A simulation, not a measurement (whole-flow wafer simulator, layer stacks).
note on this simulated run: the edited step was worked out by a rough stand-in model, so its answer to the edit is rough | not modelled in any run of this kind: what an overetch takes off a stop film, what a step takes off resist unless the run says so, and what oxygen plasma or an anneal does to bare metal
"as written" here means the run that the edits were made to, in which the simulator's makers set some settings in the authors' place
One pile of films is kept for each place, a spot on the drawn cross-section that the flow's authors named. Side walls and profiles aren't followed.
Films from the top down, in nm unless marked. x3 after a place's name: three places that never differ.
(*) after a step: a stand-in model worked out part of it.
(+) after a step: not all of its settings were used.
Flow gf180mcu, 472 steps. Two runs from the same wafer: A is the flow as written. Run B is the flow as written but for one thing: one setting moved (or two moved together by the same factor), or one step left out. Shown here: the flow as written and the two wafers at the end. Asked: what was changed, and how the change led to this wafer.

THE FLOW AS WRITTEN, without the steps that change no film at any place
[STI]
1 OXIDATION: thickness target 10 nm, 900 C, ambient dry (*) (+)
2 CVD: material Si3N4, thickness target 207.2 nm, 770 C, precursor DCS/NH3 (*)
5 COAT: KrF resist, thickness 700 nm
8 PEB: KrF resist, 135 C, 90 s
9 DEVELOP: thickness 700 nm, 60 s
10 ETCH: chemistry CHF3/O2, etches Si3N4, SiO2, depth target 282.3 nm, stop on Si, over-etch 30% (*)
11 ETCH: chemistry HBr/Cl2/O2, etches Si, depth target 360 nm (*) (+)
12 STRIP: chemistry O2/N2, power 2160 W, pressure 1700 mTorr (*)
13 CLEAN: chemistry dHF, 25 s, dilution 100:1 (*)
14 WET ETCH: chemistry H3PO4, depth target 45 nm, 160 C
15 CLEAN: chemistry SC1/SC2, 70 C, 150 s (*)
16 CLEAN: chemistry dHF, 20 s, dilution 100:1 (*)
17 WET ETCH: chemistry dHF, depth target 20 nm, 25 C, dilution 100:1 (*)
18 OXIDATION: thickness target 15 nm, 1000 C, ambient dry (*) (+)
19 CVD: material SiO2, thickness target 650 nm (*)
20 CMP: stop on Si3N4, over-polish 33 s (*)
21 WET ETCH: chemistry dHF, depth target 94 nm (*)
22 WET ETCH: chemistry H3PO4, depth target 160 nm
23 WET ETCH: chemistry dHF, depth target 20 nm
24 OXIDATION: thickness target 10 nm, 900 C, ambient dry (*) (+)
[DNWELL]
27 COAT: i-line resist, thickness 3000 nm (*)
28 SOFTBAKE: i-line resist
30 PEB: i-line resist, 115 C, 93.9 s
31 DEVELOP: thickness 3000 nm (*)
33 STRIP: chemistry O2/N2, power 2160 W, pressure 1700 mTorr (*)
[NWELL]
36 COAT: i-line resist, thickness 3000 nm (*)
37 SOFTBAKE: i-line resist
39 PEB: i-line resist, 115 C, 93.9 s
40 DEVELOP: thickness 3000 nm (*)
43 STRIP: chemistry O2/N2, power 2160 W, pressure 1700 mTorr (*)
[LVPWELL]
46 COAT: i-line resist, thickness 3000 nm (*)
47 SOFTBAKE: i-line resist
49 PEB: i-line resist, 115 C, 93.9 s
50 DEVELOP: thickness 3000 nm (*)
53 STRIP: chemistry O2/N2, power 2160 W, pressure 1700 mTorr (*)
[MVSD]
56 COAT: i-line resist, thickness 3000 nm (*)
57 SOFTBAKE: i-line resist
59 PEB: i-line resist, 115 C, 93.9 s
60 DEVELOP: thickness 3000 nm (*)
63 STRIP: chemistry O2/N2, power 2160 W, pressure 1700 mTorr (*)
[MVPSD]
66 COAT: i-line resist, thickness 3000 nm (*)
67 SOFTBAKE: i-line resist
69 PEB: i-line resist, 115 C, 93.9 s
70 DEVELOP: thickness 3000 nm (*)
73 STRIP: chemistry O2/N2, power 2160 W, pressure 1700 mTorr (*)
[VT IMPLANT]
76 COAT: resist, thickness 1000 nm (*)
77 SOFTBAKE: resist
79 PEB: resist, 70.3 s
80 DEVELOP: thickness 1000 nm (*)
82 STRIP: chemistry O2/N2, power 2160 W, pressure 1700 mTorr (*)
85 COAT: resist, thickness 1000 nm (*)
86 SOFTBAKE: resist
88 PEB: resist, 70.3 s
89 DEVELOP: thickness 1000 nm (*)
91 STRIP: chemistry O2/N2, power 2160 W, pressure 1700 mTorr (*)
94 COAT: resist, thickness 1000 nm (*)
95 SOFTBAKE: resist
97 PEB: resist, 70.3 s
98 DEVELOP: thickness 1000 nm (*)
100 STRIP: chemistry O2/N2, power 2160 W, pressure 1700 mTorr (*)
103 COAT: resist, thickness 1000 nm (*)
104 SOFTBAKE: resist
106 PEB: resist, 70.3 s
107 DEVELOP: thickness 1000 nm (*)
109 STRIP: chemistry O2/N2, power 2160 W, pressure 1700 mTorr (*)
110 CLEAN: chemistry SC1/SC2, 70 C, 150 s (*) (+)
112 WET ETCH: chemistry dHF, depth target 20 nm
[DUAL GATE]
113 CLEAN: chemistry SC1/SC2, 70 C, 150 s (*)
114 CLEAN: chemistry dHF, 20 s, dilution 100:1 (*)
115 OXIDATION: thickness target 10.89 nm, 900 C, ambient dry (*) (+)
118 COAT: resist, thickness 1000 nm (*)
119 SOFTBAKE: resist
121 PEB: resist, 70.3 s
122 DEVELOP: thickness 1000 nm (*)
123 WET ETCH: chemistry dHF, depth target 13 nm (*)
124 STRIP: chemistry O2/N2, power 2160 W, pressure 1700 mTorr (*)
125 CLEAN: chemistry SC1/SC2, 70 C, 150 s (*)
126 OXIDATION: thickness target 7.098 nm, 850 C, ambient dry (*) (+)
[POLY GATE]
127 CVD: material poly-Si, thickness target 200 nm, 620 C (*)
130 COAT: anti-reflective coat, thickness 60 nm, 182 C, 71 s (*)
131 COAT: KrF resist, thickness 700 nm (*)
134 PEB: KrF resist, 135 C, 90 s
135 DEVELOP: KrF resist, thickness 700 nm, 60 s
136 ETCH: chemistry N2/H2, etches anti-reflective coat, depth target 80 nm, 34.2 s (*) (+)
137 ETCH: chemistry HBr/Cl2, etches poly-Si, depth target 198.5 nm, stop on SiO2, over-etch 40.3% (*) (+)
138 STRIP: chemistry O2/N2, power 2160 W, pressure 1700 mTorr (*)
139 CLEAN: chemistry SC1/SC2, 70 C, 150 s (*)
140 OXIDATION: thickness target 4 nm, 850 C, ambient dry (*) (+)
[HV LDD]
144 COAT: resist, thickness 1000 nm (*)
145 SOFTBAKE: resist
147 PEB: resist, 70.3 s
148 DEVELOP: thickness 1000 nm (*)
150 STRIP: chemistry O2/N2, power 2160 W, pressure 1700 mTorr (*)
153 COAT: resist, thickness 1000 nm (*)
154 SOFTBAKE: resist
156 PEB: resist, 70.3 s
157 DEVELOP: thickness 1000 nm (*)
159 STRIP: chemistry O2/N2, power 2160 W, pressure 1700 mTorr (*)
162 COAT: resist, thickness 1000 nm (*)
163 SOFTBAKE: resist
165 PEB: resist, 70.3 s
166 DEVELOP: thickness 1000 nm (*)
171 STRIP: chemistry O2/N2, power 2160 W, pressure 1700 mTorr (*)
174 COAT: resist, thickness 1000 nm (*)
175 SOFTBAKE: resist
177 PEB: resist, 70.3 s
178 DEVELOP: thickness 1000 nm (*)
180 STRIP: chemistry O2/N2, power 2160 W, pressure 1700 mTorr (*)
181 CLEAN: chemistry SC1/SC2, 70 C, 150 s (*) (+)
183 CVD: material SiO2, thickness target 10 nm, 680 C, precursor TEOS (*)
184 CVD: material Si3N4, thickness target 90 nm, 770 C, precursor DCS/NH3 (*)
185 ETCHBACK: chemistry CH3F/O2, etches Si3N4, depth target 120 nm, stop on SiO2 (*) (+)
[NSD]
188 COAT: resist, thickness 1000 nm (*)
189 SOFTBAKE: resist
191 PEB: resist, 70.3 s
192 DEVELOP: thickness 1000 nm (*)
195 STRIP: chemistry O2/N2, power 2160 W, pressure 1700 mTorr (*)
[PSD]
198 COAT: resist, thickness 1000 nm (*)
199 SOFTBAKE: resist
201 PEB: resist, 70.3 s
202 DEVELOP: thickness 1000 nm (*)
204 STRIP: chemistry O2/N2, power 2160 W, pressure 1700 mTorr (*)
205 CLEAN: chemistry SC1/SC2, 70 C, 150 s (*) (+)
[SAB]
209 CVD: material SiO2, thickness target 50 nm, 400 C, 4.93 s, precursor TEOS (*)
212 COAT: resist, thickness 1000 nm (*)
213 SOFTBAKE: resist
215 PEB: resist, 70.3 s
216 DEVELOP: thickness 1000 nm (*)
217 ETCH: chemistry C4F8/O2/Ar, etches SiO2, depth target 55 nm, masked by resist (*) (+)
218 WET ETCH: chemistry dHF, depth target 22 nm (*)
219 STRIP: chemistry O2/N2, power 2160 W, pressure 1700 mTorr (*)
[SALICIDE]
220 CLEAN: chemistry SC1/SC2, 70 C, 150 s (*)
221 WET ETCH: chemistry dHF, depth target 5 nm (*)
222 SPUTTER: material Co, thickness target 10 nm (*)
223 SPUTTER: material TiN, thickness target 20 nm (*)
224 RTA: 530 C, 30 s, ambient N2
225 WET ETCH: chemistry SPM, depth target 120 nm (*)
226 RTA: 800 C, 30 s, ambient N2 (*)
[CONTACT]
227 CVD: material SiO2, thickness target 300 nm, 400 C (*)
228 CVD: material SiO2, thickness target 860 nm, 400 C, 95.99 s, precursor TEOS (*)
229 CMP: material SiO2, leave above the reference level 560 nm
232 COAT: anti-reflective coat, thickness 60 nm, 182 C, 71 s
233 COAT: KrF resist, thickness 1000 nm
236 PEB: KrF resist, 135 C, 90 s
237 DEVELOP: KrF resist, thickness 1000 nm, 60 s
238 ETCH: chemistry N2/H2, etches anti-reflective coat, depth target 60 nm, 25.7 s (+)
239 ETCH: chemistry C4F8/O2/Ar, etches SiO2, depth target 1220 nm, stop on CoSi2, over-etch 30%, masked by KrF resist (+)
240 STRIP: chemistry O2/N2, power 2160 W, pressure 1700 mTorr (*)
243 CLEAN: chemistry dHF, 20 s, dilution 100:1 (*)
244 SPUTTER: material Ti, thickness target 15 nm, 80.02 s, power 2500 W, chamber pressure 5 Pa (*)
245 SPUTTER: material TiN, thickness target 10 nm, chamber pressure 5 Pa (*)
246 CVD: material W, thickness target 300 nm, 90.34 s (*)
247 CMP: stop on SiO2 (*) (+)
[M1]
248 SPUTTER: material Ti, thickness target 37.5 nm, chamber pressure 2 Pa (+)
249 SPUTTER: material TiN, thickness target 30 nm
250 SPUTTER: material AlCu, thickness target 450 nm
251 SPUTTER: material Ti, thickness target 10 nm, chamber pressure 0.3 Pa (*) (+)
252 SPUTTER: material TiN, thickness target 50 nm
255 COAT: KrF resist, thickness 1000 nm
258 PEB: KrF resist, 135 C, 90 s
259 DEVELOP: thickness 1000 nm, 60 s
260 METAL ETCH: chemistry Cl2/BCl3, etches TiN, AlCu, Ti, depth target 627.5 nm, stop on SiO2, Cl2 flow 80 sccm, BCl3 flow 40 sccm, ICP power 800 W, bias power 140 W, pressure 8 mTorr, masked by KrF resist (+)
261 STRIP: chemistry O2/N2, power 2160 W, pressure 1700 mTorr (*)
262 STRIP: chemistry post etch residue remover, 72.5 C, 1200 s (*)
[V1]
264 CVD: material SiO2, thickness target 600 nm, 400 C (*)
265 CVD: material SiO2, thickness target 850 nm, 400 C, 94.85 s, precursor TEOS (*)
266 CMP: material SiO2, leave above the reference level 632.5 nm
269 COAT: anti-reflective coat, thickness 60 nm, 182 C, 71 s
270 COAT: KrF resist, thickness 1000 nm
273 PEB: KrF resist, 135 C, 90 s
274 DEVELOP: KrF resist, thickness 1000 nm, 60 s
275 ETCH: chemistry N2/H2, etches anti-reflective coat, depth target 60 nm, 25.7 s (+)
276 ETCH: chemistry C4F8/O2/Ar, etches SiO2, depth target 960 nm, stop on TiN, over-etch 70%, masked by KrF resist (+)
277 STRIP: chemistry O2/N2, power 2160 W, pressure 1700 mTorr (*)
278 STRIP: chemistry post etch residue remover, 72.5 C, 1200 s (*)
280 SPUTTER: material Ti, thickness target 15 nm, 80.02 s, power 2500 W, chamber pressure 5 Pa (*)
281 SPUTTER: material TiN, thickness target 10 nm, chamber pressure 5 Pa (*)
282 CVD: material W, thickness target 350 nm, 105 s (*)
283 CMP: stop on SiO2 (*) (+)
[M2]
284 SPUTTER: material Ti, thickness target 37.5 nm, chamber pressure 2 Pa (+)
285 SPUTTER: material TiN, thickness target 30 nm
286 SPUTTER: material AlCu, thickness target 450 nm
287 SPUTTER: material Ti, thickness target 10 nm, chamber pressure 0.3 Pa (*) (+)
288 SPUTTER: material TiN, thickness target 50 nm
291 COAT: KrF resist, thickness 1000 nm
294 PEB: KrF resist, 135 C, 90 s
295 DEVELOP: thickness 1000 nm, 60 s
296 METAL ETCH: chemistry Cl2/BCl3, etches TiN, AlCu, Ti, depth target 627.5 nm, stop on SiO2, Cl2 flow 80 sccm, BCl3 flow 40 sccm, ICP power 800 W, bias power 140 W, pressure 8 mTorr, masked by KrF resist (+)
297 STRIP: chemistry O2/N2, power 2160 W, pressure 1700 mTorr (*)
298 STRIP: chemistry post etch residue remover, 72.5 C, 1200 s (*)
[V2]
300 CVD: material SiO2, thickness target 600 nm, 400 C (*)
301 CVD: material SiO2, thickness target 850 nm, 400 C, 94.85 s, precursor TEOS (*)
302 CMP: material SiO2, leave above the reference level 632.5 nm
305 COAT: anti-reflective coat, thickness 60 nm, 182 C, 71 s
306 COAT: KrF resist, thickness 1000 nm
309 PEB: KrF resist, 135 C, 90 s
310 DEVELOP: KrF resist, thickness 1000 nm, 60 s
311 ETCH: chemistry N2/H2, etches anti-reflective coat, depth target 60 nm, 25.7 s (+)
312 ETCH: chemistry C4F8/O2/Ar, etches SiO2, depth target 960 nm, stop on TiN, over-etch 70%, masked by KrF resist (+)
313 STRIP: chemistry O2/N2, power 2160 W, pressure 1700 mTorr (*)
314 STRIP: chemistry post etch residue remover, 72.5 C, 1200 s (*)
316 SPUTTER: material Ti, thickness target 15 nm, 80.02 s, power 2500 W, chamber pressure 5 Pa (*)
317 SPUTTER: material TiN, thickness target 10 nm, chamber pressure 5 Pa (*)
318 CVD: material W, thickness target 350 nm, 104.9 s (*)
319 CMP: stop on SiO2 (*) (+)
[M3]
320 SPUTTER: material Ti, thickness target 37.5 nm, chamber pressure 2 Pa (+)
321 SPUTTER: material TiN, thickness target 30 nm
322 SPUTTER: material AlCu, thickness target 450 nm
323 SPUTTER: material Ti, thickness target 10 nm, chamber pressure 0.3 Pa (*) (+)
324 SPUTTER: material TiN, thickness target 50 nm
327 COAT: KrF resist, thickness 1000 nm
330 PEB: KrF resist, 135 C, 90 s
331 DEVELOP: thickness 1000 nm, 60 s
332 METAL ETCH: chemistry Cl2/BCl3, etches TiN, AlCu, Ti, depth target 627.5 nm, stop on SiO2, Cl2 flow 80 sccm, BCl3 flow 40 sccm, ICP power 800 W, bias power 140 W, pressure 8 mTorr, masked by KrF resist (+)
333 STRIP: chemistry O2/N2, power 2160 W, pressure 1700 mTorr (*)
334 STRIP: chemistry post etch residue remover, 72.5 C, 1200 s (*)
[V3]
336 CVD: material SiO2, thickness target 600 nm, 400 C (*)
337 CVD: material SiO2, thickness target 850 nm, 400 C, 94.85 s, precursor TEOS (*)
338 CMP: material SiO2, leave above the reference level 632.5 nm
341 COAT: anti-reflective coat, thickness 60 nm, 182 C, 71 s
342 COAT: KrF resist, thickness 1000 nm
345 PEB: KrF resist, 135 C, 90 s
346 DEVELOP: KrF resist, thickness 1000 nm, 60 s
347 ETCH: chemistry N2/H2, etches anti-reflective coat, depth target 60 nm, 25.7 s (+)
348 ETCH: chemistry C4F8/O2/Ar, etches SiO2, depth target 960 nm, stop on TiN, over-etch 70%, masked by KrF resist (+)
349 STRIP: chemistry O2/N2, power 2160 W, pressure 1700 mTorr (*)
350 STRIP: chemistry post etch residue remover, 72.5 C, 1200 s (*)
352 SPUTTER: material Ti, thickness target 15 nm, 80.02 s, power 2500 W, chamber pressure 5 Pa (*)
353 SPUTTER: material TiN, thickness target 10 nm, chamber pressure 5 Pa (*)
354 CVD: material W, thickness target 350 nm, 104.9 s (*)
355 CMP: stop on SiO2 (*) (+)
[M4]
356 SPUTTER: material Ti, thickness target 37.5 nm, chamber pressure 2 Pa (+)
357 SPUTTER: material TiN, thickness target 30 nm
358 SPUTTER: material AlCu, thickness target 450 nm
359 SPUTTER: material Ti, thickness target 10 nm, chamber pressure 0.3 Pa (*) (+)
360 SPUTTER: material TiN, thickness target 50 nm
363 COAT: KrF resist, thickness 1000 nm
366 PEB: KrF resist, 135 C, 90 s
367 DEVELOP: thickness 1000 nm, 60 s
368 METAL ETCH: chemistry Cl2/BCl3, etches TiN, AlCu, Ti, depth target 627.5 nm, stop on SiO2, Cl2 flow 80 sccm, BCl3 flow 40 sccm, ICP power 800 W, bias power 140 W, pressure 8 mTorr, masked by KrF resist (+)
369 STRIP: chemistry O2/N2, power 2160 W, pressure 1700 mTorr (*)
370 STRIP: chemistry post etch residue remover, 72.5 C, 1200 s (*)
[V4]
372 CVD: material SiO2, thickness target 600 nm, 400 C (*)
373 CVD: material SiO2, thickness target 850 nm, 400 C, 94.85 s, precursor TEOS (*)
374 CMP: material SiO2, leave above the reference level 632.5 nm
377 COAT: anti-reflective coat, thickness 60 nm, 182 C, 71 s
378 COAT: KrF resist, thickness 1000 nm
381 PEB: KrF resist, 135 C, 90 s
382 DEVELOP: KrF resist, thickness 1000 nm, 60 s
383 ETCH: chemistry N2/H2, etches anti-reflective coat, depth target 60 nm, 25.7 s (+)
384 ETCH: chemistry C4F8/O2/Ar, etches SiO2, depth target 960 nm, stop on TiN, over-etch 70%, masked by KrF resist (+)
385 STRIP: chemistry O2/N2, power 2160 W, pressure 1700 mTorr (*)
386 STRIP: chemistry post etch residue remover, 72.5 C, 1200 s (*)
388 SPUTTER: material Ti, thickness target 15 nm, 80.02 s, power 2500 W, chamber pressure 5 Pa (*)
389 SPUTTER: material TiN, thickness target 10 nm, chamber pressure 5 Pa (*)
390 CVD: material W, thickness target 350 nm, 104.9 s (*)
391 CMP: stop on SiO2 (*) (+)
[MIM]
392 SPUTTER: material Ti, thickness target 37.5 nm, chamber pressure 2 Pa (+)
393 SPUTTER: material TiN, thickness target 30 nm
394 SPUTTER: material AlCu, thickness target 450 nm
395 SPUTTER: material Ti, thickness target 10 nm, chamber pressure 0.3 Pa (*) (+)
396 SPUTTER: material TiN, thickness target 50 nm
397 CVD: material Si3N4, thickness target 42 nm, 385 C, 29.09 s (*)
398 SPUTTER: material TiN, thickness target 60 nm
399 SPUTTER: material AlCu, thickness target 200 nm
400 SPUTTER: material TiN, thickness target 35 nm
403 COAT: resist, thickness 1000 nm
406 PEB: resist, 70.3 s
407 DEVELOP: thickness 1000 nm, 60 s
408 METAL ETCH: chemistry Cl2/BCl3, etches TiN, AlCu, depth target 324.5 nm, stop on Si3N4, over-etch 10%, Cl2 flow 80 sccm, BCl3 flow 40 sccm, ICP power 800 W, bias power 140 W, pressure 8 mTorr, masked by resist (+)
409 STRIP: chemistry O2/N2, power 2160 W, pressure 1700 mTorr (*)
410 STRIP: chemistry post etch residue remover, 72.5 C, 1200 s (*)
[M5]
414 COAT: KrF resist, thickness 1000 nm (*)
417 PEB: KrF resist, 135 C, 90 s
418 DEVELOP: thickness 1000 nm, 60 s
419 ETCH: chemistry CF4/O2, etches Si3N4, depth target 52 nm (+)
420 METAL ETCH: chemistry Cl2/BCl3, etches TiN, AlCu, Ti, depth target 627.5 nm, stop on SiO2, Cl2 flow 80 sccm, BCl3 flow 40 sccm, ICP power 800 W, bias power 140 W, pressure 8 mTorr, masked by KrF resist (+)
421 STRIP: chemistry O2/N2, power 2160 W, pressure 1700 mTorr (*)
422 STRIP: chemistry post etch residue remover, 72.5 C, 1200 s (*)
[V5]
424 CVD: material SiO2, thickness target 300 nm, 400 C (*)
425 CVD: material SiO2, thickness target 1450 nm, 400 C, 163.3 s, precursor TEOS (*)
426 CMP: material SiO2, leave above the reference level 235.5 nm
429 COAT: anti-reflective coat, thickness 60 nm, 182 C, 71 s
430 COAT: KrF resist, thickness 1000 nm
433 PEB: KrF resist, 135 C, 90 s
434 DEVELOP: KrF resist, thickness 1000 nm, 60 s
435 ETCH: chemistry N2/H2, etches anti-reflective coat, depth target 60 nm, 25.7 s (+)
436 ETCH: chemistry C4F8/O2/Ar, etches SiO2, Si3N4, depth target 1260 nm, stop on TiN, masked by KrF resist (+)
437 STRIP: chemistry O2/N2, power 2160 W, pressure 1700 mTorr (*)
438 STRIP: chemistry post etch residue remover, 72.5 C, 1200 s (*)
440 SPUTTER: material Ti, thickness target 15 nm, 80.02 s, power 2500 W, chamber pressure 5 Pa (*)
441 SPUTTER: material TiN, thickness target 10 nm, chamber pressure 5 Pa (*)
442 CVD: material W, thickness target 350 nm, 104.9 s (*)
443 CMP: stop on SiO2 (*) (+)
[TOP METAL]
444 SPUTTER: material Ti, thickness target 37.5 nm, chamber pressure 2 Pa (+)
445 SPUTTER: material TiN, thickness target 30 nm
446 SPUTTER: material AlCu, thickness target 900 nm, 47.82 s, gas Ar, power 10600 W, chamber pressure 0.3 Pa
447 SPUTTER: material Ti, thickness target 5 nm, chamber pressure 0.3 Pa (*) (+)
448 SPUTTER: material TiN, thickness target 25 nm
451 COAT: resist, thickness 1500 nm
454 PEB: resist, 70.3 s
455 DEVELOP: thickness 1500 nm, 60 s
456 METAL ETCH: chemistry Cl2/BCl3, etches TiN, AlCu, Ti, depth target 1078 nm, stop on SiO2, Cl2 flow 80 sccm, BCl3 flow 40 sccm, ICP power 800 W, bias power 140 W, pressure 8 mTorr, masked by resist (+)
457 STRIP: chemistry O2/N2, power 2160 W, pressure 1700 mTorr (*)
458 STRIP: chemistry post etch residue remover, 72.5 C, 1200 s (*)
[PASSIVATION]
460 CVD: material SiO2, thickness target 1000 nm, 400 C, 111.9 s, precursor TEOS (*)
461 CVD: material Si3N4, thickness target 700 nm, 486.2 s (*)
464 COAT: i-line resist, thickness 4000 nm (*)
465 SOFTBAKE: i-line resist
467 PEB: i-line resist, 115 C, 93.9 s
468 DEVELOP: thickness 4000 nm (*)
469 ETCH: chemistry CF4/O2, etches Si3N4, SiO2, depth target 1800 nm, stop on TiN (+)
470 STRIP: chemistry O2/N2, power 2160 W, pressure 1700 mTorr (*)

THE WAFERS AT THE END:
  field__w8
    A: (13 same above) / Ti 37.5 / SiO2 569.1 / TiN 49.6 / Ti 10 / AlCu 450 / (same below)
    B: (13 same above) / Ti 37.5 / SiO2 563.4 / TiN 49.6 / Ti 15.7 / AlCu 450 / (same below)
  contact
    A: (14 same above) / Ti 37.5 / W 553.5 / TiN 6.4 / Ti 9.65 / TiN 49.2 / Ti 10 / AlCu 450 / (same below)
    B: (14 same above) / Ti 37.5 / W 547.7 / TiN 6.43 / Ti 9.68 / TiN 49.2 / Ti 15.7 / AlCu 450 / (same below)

The cause: step 359, SPUTTER: thickness target 15.7 nm was run, where the flow has thickness target 10 nm.
It can be read off the wafer: field__w8 has Ti 15.7, and step 359 as written asks for 10 nm.

How the change led to this, step by step:
  359 SPUTTER: material Ti, thickness target 10 nm, chamber pressure 0.3 Pa (*) (+)
      field, field__w1, field__w2 and 108 more: A Ti +10 (new film) | B Ti +15.7 (new film)
  368 METAL ETCH: chemistry Cl2/BCl3, etches TiN, AlCu, Ti, depth target 627.5 nm, stop on SiO2, Cl2 flow 80 sccm, BCl3 flow 40 sccm, ICP power 800 W, bias power 140 W, pressure 8 mTorr, masked by KrF resist (+)
      field, field__w1, field__w2 and 103 more: A TiN -50 (all of it), Ti -10 (all of it), AlCu -450 (all of it), TiN -30 (all of it), Ti -37.5 (all of it) | B TiN -50 (all of it), Ti -15.7 (all of it), AlCu -450 (all of it), TiN -30 (all of it), Ti -37.5 (all of it)
